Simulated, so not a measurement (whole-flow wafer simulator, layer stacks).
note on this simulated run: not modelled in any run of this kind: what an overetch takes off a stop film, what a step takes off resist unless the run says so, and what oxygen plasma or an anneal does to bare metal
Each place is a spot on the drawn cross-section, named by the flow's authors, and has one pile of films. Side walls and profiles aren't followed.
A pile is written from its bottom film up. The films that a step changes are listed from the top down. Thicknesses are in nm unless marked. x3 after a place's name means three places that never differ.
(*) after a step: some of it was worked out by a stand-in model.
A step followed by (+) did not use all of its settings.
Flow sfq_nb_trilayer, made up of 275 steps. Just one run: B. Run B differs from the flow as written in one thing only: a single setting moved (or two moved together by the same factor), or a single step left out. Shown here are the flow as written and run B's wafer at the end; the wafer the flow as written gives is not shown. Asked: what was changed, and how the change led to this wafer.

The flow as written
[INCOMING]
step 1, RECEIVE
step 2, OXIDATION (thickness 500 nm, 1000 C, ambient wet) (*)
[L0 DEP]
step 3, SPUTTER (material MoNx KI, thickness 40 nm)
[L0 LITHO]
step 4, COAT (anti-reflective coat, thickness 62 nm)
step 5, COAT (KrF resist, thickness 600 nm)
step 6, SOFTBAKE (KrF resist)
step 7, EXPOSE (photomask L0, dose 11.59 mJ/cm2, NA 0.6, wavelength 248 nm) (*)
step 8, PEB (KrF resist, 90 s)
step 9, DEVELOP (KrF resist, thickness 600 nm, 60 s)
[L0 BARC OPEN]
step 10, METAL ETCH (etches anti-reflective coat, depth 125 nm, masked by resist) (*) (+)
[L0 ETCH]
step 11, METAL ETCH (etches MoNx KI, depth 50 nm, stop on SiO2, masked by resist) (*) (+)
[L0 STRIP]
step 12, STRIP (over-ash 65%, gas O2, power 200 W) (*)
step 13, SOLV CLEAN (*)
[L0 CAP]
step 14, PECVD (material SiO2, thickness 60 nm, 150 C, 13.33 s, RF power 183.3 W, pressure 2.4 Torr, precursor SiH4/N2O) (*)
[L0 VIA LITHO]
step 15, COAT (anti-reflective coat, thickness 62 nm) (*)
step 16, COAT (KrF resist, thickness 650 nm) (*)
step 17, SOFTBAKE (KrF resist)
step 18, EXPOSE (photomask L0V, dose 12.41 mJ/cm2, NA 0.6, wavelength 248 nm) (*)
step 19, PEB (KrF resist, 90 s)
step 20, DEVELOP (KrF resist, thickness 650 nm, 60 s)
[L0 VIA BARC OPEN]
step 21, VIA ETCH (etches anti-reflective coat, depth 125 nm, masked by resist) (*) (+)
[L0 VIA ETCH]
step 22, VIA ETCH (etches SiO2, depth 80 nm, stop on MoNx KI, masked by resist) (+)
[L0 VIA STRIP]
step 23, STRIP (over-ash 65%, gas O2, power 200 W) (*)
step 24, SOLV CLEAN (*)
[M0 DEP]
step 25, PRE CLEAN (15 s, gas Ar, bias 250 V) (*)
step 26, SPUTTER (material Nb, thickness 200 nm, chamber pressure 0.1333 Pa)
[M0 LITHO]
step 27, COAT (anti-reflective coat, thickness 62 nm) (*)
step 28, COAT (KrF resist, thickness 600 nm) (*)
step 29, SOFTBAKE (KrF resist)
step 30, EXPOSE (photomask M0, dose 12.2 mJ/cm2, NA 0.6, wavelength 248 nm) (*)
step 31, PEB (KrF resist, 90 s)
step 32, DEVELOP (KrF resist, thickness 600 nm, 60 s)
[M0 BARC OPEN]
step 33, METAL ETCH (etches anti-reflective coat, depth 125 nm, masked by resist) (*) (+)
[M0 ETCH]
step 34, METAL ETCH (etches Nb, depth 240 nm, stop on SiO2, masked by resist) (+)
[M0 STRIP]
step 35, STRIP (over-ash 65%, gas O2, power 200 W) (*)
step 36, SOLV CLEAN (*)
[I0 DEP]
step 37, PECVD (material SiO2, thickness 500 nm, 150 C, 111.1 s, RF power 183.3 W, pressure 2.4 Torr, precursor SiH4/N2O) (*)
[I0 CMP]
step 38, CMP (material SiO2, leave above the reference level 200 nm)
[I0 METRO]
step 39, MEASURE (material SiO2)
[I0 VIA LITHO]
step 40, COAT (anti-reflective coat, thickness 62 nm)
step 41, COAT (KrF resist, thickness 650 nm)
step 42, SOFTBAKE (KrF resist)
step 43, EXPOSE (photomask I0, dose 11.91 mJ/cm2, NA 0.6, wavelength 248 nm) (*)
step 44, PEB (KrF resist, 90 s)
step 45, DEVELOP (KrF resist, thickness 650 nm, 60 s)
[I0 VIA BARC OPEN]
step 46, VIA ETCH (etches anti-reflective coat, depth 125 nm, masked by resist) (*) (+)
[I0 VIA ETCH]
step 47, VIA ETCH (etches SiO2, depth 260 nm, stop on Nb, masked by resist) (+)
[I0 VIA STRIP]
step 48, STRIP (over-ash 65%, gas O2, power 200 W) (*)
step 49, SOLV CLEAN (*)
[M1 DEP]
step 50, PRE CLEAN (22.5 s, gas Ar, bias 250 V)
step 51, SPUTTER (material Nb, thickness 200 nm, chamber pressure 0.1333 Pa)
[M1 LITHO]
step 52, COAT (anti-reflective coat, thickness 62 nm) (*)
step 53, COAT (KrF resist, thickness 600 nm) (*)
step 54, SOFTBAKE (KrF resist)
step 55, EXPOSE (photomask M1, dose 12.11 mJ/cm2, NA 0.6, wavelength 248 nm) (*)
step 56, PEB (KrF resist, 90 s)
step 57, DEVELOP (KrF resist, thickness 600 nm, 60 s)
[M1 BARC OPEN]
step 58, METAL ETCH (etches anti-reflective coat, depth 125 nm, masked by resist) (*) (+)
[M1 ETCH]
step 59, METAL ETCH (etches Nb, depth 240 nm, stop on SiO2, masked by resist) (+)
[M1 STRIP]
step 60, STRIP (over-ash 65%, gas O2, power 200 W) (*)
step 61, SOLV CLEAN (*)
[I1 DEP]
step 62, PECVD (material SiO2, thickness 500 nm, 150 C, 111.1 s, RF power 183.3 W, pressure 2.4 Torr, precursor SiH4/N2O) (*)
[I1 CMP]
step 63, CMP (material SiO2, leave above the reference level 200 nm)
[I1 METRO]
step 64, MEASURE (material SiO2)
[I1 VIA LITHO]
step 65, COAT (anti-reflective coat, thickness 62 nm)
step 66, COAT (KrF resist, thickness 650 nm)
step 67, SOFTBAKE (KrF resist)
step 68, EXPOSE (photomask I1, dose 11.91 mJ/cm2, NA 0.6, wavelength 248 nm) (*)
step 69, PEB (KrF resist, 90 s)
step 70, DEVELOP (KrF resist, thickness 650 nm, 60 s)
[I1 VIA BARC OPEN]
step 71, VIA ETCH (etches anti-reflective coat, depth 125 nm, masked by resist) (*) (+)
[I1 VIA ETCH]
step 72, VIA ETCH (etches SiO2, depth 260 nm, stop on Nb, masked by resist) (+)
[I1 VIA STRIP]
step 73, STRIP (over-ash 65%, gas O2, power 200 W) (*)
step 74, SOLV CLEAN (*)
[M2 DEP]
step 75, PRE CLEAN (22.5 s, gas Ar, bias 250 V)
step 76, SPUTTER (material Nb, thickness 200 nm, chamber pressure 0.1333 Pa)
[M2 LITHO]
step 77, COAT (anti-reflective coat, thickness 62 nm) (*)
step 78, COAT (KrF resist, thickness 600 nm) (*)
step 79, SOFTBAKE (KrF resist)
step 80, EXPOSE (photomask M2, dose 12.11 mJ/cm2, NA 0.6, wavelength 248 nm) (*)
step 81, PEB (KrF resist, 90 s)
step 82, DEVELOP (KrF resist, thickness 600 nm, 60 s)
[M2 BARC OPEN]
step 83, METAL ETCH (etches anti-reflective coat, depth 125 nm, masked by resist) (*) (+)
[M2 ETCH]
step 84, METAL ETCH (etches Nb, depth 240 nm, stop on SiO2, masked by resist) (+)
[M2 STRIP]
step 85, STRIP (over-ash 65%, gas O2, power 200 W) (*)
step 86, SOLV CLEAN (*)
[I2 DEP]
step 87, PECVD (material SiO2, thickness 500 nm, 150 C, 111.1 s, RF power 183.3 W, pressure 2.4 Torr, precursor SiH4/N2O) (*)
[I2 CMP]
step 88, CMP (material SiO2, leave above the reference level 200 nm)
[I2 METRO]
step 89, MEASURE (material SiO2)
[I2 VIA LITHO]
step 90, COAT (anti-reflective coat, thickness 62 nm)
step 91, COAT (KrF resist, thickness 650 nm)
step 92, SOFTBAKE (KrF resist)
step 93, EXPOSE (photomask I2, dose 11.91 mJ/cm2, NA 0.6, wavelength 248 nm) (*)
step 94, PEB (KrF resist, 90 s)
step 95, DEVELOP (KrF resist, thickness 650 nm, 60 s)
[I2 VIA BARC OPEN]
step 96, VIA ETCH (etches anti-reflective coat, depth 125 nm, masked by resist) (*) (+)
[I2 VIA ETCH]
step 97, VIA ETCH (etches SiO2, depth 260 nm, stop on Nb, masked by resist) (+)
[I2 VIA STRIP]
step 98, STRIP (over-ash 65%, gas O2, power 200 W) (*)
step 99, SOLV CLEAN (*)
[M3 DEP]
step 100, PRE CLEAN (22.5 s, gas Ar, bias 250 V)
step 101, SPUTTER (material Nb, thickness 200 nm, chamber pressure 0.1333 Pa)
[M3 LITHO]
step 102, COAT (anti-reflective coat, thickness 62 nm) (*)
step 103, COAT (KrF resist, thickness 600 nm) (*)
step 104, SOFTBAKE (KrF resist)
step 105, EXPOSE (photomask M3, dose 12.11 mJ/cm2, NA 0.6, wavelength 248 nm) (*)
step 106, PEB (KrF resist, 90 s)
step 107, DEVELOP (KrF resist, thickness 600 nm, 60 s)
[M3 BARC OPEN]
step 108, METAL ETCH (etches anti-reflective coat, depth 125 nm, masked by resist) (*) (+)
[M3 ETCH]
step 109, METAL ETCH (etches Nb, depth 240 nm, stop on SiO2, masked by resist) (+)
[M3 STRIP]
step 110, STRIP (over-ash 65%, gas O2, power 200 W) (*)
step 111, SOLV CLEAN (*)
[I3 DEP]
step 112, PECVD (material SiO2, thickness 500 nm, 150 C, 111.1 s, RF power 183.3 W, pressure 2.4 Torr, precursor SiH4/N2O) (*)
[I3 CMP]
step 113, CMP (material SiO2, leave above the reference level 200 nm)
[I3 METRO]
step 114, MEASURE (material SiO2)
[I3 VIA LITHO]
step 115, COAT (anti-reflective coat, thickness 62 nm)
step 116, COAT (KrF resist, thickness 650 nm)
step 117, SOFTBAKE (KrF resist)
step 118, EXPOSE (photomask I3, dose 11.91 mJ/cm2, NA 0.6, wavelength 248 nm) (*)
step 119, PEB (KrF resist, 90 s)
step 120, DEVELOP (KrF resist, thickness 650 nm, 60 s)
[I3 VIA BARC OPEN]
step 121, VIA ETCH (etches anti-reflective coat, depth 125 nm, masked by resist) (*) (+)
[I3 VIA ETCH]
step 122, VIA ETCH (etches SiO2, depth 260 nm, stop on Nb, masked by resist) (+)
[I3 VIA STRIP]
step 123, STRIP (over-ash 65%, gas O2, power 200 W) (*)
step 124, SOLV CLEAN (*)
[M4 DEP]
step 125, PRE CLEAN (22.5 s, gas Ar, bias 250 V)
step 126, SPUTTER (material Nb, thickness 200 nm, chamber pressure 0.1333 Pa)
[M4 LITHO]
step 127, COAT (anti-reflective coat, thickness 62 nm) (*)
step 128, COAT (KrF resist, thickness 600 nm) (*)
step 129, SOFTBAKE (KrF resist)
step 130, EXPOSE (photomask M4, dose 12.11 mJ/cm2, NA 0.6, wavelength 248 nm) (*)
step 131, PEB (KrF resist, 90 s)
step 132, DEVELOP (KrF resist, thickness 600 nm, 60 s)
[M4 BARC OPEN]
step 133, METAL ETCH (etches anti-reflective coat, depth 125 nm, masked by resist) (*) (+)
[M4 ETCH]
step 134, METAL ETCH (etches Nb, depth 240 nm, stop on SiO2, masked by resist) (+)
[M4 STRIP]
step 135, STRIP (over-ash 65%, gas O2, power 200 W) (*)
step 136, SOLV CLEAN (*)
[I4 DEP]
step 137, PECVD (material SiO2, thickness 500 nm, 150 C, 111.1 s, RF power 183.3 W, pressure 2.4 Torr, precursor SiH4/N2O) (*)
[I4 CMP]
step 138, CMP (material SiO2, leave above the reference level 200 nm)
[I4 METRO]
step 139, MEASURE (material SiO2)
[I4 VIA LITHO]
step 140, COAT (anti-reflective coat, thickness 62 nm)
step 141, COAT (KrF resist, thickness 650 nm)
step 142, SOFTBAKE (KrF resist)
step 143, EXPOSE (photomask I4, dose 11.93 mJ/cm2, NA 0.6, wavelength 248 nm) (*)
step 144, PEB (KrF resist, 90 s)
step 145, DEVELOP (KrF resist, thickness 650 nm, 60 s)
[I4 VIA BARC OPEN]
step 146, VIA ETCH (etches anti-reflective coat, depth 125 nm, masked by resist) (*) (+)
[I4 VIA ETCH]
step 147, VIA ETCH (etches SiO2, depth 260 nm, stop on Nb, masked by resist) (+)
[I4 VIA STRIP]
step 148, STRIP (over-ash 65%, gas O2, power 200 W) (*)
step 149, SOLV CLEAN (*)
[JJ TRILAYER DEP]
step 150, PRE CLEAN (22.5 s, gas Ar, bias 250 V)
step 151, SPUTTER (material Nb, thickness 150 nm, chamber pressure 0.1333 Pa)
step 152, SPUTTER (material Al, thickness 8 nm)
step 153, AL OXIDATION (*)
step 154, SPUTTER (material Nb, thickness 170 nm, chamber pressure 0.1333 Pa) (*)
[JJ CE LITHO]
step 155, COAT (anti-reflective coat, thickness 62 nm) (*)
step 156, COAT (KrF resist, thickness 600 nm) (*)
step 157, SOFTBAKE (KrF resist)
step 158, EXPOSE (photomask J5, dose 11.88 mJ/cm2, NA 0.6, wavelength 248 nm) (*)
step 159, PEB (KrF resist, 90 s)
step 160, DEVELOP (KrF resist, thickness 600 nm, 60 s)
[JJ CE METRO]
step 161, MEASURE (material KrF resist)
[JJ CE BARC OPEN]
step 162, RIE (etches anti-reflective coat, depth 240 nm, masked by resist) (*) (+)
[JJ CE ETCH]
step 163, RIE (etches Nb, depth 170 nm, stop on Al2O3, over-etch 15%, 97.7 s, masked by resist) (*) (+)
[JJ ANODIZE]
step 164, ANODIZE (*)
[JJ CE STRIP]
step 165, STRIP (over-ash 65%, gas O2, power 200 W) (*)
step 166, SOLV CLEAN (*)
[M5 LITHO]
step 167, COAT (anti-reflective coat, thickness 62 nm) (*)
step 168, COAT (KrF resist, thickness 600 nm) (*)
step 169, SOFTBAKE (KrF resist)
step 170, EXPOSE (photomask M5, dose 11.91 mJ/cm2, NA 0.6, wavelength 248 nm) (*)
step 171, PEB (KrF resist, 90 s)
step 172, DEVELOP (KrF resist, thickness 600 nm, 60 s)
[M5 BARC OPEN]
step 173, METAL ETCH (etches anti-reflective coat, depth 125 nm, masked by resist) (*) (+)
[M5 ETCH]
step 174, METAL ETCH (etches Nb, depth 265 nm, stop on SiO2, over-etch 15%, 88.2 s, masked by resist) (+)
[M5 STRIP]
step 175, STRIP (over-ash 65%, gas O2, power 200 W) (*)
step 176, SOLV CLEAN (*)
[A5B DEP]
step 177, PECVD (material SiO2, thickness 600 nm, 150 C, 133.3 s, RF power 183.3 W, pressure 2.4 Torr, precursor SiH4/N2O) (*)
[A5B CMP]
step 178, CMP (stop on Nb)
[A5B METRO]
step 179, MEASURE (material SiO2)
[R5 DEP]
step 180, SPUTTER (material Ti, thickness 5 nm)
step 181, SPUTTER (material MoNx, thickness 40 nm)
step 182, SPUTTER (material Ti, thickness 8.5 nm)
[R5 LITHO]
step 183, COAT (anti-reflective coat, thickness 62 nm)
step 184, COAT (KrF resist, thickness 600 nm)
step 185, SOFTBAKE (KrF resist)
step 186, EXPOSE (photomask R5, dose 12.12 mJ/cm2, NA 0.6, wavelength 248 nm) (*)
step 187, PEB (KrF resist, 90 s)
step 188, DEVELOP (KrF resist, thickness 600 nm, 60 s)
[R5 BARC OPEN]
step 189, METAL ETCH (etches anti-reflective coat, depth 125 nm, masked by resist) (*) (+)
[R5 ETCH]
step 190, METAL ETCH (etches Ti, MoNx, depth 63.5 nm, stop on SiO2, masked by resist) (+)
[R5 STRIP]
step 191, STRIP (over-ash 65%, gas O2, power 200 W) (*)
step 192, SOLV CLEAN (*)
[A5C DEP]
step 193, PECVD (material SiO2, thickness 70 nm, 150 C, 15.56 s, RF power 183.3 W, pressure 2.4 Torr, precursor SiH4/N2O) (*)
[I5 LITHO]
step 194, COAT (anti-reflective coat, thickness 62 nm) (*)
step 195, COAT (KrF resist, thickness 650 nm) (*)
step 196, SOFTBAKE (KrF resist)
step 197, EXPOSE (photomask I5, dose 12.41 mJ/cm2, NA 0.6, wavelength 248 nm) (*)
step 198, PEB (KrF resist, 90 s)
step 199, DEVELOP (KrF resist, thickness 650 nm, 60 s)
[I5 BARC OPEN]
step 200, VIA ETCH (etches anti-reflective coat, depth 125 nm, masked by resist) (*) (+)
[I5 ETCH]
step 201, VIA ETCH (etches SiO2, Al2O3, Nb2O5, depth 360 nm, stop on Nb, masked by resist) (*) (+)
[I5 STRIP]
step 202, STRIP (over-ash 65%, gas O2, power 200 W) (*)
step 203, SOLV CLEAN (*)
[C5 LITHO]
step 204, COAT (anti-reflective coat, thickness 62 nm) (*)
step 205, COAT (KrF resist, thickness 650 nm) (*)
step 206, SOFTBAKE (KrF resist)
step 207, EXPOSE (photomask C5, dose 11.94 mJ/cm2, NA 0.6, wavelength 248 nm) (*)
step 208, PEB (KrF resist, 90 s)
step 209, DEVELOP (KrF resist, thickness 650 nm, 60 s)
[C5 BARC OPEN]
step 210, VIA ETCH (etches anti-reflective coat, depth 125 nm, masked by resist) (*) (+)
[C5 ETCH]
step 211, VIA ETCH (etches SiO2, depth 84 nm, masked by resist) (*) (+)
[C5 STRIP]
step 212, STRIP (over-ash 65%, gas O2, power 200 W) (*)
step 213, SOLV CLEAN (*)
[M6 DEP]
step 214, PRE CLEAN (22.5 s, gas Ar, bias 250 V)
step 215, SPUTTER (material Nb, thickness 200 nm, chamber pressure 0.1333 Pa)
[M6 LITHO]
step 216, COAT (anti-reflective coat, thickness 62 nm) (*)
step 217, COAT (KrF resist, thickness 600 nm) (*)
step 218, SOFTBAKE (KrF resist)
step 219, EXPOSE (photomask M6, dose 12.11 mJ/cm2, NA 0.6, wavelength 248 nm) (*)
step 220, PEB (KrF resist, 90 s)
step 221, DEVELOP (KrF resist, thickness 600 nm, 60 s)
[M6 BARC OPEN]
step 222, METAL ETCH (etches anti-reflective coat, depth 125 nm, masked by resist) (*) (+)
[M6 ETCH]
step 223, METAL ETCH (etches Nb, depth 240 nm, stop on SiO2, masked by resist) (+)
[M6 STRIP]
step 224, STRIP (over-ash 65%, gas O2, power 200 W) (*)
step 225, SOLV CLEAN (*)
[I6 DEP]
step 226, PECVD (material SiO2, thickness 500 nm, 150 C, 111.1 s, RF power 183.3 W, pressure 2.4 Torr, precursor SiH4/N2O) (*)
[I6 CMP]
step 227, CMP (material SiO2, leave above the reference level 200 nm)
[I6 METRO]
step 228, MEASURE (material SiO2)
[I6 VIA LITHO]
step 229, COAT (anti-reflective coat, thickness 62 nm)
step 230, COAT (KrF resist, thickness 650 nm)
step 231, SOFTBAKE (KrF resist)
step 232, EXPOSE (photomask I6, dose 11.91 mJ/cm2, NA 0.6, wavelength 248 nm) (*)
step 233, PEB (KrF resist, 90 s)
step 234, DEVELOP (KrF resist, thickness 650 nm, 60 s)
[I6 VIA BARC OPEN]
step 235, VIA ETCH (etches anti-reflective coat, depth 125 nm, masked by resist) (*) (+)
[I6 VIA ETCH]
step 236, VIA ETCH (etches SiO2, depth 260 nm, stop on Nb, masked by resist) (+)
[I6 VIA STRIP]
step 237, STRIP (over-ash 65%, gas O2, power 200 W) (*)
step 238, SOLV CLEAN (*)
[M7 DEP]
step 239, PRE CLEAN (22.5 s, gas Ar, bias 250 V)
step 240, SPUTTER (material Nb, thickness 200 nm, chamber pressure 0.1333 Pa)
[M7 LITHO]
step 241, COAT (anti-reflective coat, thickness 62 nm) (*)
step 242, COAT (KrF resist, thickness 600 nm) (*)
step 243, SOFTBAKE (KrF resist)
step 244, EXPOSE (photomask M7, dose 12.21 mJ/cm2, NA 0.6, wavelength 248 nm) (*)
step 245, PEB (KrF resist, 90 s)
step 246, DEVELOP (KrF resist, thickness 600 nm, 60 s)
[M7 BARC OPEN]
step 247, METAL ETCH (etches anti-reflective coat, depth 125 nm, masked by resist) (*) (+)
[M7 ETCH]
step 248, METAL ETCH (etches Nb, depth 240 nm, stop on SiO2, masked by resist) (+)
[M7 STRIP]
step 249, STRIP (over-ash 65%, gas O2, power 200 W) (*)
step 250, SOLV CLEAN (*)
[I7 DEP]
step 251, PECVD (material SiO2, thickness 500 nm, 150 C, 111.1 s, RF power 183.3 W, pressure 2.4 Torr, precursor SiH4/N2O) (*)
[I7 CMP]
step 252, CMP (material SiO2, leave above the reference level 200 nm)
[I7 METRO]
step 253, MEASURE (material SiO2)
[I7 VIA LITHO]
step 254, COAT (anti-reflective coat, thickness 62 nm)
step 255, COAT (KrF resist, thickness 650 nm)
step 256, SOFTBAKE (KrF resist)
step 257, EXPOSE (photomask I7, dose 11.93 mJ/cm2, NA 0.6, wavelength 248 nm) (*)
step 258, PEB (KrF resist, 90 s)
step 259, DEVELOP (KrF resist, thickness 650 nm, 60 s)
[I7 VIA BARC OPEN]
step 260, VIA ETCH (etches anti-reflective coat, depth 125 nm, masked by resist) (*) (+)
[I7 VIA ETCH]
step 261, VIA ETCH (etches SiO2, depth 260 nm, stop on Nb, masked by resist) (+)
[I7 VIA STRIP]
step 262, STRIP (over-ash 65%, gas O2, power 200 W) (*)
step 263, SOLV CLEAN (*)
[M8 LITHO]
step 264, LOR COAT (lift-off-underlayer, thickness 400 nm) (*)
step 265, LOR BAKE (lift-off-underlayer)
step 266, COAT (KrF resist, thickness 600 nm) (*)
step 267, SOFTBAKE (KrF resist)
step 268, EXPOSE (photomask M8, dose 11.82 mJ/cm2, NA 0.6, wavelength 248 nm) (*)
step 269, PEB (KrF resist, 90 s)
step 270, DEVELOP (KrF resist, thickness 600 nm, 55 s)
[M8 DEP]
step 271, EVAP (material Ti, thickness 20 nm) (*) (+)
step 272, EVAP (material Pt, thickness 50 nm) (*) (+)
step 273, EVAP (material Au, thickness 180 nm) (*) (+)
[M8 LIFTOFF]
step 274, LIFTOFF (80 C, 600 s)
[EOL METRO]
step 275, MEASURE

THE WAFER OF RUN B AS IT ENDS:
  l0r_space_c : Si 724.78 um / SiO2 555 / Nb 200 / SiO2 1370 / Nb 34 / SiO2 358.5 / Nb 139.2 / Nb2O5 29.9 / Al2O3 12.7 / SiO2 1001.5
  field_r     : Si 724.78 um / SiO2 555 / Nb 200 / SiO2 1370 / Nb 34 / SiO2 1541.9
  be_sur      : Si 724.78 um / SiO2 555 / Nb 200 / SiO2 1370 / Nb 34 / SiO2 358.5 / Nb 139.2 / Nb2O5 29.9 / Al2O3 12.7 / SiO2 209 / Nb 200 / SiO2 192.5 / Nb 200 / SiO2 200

Cause: step 134, METAL ETCH: depth 166 nm was run, though the flow has depth 240 nm.

How this came from the change, step by step:
  step 134, METAL ETCH (etches Nb, depth 240 nm, stop on SiO2, masked by resist) (+)
      field_l, be, be_sur and 64 more: Nb loses 166 (in the flow as written it would be: Nb loses 200 (all of it))
      v_sur, via_wl, via_w and 36 more: KrF resist loses 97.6 (in the flow as written it would be: KrF resist loses 141.2)
  step 135, STRIP (over-ash 65%, gas O2, power 200 W) (*)
      p4_fl, p4_fm, p4_w1 and 26 more: KrF resist loses 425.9 (all of it), anti-reflective coat loses 62 (all of it) (in the flow as written it would be: KrF resist loses 382.4 (all of it), anti-reflective coat loses 62 (all of it))
      lsp_m, ln_m6: KrF resist loses 425.5 (all of it), anti-reflective coat loses 61.8 (all of it) (in the flow as written it would be: KrF resist loses 381.9 (all of it), anti-reflective coat loses 61.8 (all of it))
      (as well as at 8 more places)
  step 137, PECVD (material SiO2, thickness 500 nm, 150 C, 111.1 s, RF power 183.3 W, pressure 2.4 Torr, precursor SiH4/N2O) (*)
      field_l, be, be_sur and 55 more: SiO2 gains 500 (new film) (in the flow as written it would be: SiO2 gains 500)
      p3_s0, p3_s1, p3_s2, p3_s3, p3_s4, p3_s5: SiO2 gains 523.1 (new film) (in the flow as written it would be: SiO2 gains 557.1)
      (as well as at 3 more places)
  step 138, CMP (material SiO2, leave above the reference level 200 nm)
      field_l, be, be_sur and 55 more: SiO2 loses 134 (in the flow as written it would be: SiO2 loses 100)
      lsp_r, l0_sur, l0v: SiO2 loses 127.3 (in the flow as written it would be: SiO2 loses 91.9)
With metal films that touch counted as one body, l0r_space_c has 3 bodies (between them, from the top down: SiO2 358.5; SiO2 1370); the flow as written gives 2 bodies (between them, from the top down: SiO2 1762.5).
With metal films that touch counted as one body, field_r has 2 bodies (between them, from the top down: SiO2 1370); the flow as written gives 1 body.
With metal films that touch counted as one body, be_sur has 5 bodies (between them, from the top down: SiO2 192.5; SiO2 209 / Al2O3 12.7 / Nb2O5 29.9; SiO2 358.5; SiO2 1370); the flow as written gives 4 bodies (between them, from the top down: SiO2 192.5; SiO2 209 / Al2O3 12.7 / Nb2O5 29.9; SiO2 1762.5).
